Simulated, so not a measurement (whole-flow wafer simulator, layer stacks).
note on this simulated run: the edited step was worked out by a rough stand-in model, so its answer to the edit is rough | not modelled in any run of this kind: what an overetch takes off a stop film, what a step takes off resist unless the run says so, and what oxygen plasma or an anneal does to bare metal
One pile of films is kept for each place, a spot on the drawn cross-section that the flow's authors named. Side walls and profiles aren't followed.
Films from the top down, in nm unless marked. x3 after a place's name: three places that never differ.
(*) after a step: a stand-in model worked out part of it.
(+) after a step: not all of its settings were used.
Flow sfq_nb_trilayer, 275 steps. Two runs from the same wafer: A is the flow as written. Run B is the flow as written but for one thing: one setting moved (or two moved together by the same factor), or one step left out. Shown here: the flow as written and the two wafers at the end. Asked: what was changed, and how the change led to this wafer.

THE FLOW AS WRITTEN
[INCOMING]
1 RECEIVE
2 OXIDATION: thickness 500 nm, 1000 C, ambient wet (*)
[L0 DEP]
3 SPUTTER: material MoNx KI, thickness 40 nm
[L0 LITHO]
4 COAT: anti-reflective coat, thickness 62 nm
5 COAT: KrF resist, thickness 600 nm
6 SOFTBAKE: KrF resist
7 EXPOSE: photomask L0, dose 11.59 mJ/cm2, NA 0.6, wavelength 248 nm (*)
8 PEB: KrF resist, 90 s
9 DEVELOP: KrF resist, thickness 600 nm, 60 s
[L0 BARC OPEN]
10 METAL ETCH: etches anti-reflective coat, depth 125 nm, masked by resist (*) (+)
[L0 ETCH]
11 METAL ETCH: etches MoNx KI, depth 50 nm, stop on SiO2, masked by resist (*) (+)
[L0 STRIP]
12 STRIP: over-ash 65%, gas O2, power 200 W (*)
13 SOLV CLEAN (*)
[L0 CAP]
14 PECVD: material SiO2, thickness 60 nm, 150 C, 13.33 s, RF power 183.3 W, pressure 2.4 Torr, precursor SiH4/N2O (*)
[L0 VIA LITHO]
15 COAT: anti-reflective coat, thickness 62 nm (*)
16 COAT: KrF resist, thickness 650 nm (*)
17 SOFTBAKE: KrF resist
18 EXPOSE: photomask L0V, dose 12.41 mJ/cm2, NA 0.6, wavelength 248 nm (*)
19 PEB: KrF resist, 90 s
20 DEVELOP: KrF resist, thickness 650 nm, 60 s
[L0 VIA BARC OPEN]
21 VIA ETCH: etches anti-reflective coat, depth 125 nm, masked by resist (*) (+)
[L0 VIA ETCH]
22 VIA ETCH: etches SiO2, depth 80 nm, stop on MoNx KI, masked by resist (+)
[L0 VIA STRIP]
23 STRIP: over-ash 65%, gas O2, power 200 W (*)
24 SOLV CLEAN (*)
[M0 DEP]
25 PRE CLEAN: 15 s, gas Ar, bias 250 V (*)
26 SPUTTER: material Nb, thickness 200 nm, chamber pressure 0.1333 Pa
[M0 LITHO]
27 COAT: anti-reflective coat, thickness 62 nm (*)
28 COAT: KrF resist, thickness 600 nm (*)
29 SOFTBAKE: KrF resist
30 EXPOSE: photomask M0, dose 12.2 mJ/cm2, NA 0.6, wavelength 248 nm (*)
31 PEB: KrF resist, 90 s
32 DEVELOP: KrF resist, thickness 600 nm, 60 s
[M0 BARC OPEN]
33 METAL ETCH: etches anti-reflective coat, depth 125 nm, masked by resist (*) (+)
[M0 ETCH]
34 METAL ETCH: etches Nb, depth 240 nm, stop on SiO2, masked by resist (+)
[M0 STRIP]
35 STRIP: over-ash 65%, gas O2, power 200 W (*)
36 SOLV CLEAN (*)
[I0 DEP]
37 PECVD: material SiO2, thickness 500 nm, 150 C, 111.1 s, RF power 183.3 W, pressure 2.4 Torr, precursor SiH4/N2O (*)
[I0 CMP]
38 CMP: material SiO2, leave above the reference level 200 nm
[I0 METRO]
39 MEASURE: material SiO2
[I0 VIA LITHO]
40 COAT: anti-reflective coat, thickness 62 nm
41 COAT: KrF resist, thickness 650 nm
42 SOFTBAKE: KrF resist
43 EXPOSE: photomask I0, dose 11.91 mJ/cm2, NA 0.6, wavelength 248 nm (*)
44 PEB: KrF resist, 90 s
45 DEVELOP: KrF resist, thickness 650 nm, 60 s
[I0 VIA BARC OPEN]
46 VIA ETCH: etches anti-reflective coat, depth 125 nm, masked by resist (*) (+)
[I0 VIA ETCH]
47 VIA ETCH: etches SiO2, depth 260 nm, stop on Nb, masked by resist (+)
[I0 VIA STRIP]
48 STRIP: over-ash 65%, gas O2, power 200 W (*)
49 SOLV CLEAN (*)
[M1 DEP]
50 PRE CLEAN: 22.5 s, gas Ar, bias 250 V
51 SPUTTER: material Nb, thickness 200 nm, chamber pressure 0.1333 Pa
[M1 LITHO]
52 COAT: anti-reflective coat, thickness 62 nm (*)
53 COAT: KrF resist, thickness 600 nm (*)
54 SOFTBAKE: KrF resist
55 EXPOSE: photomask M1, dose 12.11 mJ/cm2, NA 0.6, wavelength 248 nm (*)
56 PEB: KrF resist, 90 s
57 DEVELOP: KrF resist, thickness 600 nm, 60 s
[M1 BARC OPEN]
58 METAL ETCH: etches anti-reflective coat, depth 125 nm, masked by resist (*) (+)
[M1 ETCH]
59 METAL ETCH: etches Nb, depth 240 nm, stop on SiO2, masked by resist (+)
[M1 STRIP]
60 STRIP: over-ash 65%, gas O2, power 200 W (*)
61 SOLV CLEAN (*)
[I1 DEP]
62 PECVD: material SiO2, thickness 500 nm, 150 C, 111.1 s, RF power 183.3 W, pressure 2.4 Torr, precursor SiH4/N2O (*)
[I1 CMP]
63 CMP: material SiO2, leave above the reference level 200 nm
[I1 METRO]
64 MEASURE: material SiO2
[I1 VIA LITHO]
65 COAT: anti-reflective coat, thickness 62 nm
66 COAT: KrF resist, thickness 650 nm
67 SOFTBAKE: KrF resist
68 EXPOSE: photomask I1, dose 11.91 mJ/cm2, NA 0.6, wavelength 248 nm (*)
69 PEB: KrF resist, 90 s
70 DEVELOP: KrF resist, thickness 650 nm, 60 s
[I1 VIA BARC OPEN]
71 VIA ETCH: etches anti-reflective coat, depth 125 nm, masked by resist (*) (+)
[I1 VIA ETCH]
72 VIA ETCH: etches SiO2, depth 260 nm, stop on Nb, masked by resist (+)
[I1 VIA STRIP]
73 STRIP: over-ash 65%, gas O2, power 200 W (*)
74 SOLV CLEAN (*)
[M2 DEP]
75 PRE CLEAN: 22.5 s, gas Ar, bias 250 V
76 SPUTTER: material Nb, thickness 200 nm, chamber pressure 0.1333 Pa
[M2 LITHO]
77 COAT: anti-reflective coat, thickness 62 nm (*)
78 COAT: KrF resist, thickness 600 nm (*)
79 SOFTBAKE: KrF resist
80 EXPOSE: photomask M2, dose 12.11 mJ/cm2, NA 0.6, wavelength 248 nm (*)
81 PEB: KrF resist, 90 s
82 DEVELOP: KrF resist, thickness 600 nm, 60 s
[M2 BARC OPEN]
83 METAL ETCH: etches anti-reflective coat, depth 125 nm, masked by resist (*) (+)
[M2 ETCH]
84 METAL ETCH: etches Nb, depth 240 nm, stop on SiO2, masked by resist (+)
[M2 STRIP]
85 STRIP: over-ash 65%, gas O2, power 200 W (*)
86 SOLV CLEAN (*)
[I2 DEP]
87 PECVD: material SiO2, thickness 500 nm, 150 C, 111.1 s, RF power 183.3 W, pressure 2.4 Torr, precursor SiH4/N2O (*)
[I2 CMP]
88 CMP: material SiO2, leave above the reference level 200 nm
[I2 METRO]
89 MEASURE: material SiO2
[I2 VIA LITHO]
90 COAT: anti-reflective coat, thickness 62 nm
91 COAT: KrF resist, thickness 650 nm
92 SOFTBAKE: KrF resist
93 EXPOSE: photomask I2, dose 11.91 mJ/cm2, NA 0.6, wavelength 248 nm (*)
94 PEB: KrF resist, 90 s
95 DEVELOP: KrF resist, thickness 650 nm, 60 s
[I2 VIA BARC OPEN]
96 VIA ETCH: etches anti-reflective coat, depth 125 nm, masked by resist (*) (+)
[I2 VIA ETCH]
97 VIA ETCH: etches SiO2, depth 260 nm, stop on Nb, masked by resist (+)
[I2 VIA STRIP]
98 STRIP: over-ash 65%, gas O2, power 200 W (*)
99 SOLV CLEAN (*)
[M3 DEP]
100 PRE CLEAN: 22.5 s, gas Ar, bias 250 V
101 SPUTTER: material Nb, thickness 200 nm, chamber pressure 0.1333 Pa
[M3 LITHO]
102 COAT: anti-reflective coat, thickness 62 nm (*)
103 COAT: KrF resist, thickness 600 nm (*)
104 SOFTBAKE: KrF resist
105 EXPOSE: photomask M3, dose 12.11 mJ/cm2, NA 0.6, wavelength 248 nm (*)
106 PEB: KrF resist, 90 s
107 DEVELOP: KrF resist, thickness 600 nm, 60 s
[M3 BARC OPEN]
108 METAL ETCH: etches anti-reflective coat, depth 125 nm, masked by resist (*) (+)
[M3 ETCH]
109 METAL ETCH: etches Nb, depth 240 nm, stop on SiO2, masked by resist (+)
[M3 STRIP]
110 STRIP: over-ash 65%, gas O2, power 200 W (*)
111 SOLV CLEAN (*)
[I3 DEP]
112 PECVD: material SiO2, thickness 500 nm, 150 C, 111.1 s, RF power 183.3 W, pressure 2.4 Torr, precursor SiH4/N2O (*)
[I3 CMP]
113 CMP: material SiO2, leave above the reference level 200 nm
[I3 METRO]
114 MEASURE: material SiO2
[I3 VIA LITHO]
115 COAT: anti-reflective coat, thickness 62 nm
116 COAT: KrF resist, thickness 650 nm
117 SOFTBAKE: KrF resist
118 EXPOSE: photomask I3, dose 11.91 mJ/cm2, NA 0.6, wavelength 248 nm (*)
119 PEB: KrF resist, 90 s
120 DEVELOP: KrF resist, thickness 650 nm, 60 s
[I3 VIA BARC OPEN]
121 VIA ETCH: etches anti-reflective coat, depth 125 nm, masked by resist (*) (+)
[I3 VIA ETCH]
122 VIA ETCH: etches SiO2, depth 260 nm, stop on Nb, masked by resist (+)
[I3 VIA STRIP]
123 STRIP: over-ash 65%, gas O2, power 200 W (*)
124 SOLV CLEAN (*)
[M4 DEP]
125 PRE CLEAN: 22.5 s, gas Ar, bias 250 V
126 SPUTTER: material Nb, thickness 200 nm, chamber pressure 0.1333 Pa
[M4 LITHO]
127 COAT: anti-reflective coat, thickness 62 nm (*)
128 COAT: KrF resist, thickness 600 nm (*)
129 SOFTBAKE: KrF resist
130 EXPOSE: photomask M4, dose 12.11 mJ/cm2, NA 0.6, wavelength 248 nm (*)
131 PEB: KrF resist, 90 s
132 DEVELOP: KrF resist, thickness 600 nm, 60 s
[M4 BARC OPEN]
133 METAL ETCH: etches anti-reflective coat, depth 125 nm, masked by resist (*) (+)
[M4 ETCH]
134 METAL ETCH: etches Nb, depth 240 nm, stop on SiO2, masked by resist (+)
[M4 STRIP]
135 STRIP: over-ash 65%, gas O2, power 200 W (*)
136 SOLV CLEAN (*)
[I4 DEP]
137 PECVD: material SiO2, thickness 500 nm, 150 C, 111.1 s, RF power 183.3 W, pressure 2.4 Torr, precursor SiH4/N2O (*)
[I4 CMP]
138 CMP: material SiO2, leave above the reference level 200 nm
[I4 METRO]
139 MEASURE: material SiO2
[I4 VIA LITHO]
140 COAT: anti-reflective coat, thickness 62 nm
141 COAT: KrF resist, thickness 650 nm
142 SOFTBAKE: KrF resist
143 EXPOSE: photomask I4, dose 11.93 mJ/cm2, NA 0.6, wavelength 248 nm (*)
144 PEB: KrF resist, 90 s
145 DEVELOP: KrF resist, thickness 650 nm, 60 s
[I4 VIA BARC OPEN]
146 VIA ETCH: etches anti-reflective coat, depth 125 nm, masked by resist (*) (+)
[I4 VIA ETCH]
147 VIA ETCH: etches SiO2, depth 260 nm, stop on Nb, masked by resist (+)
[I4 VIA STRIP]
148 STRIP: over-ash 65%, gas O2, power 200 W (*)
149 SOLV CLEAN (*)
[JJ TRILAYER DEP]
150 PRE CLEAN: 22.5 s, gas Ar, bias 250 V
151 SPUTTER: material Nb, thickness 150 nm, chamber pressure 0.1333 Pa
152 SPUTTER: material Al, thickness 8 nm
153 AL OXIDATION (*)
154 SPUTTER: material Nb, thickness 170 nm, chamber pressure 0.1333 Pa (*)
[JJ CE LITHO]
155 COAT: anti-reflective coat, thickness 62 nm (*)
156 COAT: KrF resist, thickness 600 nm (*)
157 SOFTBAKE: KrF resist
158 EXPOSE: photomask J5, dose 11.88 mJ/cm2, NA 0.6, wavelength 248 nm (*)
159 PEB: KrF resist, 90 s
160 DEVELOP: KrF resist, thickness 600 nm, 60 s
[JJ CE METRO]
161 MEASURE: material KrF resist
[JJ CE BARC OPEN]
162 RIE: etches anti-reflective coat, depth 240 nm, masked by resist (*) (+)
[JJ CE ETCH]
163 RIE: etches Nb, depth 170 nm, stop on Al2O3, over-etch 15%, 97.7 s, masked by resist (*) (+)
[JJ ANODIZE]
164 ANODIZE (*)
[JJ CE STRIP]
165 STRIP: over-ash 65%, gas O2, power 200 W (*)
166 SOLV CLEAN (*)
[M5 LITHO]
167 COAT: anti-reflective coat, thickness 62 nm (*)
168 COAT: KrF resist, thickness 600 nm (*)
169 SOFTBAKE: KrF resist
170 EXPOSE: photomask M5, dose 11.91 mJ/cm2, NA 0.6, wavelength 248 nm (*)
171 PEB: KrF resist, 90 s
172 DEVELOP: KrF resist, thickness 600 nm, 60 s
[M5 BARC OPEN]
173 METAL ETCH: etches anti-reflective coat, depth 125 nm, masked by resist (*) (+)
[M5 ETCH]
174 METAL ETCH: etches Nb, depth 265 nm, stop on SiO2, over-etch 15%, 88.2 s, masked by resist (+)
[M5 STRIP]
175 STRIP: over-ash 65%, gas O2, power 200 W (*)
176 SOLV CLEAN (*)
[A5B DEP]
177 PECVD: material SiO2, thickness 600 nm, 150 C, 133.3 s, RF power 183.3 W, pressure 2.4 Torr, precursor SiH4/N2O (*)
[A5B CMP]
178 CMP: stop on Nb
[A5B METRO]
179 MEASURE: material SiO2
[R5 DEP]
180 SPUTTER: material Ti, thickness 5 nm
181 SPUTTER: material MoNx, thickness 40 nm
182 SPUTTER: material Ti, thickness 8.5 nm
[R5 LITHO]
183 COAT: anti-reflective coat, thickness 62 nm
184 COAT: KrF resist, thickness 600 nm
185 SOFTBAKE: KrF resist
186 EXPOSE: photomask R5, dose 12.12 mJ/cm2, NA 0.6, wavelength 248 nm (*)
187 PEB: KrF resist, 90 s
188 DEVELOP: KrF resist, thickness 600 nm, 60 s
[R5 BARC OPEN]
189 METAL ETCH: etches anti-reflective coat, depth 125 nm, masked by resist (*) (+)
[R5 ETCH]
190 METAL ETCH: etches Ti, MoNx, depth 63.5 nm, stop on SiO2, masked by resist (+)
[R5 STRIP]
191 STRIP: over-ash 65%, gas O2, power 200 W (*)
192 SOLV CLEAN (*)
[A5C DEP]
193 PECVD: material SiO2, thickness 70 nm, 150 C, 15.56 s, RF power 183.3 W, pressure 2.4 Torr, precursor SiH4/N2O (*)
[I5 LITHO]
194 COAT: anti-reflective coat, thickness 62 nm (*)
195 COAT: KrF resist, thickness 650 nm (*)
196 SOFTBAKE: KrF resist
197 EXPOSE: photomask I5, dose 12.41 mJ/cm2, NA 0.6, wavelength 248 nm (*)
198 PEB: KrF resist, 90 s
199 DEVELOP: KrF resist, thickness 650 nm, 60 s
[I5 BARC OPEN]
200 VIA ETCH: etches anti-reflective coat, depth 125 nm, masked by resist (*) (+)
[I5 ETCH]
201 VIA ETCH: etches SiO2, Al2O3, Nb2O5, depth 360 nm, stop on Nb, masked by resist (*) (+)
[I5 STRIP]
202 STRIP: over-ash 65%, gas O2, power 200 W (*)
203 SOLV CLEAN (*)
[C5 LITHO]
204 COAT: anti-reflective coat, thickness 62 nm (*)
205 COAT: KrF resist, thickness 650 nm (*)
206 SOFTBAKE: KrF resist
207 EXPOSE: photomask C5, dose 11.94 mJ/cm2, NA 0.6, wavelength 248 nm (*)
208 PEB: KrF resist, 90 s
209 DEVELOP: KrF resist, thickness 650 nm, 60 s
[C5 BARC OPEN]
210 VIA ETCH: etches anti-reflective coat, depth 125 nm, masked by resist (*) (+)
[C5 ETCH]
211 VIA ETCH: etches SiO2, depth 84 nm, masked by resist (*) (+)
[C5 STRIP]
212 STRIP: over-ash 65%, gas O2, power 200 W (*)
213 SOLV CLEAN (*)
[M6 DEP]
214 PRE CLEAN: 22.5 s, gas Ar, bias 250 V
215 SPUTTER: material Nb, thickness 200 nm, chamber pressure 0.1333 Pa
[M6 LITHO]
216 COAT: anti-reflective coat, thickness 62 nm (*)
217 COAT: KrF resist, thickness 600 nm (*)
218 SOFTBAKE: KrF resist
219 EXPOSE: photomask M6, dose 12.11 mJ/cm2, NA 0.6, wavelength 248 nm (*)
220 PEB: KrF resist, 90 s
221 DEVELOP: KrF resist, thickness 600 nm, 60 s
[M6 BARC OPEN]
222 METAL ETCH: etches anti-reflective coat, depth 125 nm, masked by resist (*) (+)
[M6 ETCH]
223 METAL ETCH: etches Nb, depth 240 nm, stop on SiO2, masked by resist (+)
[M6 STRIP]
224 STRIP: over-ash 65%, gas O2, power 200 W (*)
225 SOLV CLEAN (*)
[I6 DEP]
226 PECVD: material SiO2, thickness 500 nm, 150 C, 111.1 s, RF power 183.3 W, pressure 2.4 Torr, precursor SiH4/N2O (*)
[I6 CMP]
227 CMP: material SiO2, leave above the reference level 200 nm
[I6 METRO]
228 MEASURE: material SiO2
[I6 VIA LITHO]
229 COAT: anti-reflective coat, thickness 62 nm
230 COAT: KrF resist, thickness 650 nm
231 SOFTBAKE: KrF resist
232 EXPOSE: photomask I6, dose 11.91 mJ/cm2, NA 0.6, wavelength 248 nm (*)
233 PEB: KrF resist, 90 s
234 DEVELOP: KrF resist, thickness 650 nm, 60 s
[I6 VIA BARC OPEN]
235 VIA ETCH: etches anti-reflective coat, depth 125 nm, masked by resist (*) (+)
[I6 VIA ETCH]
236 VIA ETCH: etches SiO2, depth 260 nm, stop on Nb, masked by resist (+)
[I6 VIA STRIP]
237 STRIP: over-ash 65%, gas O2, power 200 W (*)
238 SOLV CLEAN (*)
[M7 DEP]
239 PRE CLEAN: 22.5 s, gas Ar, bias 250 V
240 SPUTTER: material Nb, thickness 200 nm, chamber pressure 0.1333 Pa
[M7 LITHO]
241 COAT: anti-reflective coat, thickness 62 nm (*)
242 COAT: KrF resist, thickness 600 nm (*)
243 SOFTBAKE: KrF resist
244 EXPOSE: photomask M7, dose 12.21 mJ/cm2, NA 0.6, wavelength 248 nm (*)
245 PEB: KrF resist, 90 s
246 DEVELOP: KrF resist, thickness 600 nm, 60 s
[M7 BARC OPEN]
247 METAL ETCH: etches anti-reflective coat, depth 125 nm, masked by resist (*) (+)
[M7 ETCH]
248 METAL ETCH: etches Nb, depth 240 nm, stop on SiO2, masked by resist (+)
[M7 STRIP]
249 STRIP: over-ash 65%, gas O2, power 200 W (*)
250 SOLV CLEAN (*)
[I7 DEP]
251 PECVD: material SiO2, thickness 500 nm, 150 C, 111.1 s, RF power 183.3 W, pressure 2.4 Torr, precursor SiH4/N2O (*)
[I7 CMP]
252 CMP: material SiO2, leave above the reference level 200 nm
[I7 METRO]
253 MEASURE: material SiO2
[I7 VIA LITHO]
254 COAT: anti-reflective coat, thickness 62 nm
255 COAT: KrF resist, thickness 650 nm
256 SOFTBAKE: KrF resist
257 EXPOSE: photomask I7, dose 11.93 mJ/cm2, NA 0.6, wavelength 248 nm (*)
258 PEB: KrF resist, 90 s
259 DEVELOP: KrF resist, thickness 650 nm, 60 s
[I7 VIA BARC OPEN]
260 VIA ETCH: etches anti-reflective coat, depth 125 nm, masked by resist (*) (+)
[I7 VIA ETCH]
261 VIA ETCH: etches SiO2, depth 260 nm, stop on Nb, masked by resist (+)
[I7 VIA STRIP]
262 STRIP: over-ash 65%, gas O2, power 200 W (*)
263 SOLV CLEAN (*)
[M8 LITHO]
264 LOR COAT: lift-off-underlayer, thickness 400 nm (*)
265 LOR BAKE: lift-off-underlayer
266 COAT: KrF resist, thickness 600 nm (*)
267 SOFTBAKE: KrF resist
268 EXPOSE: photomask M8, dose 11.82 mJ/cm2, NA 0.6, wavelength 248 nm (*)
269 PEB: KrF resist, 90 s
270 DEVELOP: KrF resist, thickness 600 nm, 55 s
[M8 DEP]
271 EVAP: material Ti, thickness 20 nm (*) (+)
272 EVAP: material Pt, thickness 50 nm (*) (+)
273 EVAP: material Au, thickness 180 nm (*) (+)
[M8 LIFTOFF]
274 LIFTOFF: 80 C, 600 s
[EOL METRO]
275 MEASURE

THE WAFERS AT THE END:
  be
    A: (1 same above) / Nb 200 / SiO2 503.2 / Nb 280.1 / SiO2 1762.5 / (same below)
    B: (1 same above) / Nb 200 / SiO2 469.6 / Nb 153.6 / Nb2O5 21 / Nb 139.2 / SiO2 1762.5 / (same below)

The cause: step 201, VIA ETCH: depth 234 nm was run, where the flow has depth 360 nm.

How the change led to this, step by step:
  201 VIA ETCH: etches SiO2, Al2O3, Nb2O5, depth 360 nm, stop on Nb, masked by resist (*) (+)
      be: A SiO2 -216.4 (all of it), Al2O3 -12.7 (all of it), Nb2O5 -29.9 (all of it) | B SiO2 -216.4 (all of it), Al2O3 -12.7 (all of it), Nb2O5 -4.95
      field_l, v_sur, via_wl and 102 more: A KrF resist -240 | B KrF resist -156
  202 STRIP: over-ash 65%, gas O2, power 200 W (*)
      p4_fl, p4_fm, p4_w1 and 44 more: A KrF resist -333.1 (all of it), anti-reflective coat -62 (all of it) | B KrF resist -417.1 (all of it), anti-reflective coat -62 (all of it)
      wl_b_sl, wl_b_m5, wl_b_sr and 13 more: A KrF resist -333 (all of it), anti-reflective coat -62 (all of it) | B KrF resist -417 (all of it), anti-reflective coat -62 (all of it)
      (and at 42 more places)
  204 COAT: anti-reflective coat, thickness 62 nm (*)
      be: A anti-reflective coat +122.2 (new film) | B anti-reflective coat +118.5 (new film)
      be_sur: A anti-reflective coat +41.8 (new film) | B anti-reflective coat +42.7 (new film)
  205 COAT: KrF resist, thickness 650 nm (*)
      be: A KrF resist +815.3 (new film) | B KrF resist +797.5 (new film)
  212 STRIP: over-ash 65%, gas O2, power 200 W (*)
      be: A KrF resist -728.2 (all of it), anti-reflective coat -122.2 (all of it) | B KrF resist -710.3 (all of it), anti-reflective coat -118.5 (all of it)
      be_sur: A KrF resist -559.6 (all of it), anti-reflective coat -41.8 (all of it) | B KrF resist -561.1 (all of it), anti-reflective coat -42.7 (all of it)
  214 PRE CLEAN: 22.5 s, gas Ar, bias 250 V
      be: A Nb -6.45 | B Nb2O5 -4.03
  215 SPUTTER: material Nb, thickness 200 nm, chamber pressure 0.1333 Pa
      be: A Nb +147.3 | B Nb +153.6 (new film)
  216 COAT: anti-reflective coat, thickness 62 nm (*)
      be: A anti-reflective coat +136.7 (new film) | B anti-reflective coat +131.4 (new film)
      be_sur: A anti-reflective coat +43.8 (new film) | B anti-reflective coat +44.8 (new film)
  217 COAT: KrF resist, thickness 600 nm (*)
      be: A KrF resist +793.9 (new film) | B KrF resist +770.3 (new film)
  224 STRIP: over-ash 65%, gas O2, power 200 W (*)
      be: A KrF resist -575.8 (all of it), anti-reflective coat -136.7 (all of it) | B KrF resist -552.3 (all of it), anti-reflective coat -131.4 (all of it)
      be_sur: A KrF resist -371.2 (all of it), anti-reflective coat -43.8 (all of it) | B KrF resist -373.4 (all of it), anti-reflective coat -44.8 (all of it)
  226 PECVD: material SiO2, thickness 500 nm, 150 C, 111.1 s, RF power 183.3 W, pressure 2.4 Torr, precursor SiH4/N2O (*)
      be: A SiO2 +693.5 (new film) | B SiO2 +659.8 (new film)
Counting metal films that touch as one body, be has 4 bodies (between them, from the top down: SiO2 469.6; Nb2O5 21; SiO2 1762.5); the flow as written gives 3 bodies (between them, from the top down: SiO2 503.2; SiO2 1762.5).
